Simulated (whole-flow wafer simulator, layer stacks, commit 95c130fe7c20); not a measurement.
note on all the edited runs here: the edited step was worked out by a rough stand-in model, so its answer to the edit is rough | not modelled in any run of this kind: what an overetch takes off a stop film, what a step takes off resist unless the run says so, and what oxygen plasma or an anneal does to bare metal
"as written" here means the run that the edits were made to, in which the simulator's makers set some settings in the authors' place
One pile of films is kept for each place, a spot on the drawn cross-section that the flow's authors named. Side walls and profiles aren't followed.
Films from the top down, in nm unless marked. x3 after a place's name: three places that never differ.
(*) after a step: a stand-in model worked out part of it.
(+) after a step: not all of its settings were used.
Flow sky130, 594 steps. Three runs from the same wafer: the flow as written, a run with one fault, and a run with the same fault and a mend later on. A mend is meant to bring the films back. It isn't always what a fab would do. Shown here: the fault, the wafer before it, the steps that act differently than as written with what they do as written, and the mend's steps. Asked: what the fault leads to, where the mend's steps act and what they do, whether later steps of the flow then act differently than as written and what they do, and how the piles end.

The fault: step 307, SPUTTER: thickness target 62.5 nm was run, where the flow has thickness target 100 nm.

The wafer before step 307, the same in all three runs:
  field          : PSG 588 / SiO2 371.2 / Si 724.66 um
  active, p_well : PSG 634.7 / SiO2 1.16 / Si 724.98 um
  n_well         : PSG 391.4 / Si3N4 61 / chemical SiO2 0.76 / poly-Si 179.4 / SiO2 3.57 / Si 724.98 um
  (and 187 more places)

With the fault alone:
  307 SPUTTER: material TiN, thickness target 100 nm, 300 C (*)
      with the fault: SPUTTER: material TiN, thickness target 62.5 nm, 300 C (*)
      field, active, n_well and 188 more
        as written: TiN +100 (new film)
        with the fault: TiN +62.5 (new film)
  Later steps of the flow that act differently than as written (1 more step differs only slightly, by at most 2% or 0.5 nm, whichever is larger, and isn't shown):
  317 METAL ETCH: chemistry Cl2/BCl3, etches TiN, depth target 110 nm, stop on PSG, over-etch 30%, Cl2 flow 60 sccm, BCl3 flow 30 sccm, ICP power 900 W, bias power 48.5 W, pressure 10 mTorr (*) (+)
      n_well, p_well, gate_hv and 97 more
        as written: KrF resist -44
        with the fault: KrF resist -31.8
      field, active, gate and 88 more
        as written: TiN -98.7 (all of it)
        with the fault: TiN -61.2 (all of it)
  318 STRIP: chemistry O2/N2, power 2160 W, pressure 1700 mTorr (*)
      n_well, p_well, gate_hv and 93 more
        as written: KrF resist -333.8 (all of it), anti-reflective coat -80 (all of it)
        with the fault: KrF resist -346 (all of it), anti-reflective coat -80 (all of it)
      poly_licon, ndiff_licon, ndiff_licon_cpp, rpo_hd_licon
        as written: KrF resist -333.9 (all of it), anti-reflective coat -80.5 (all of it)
        with the fault: KrF resist -346.1 (all of it), anti-reflective coat -80.5 (all of it)
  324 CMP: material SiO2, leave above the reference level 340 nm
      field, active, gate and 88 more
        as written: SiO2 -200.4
        with the fault: SiO2 -237.9
  At the end the piles differ from the flow's by more than 2% or 0.5 nm, whichever is larger, at n_well, p_well, gate_hv and 118 more.
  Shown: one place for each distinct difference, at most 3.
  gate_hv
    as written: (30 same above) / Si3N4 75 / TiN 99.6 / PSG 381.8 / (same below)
    with the fault: (30 same above) / Si3N4 75 / TiN 62.1 / PSG 381.8 / (same below)
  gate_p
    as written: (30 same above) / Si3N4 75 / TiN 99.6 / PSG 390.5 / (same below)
    with the fault: (30 same above) / Si3N4 75 / TiN 62.1 / PSG 390.5 / (same below)
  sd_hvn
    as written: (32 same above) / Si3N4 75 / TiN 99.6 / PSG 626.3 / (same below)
    with the fault: (32 same above) / Si3N4 75 / TiN 62.1 / PSG 626.3 / (same below)

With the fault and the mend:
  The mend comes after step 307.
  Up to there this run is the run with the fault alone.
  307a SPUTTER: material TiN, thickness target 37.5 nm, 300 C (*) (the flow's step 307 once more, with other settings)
      field, active, n_well and 188 more
        TiN +37.5
  No later step of the flow acts differently than as written, at any place that is followed, by more than 2% or 0.5 nm, whichever is larger.
  At the end the piles are the same as the flow's at every place that both follow.
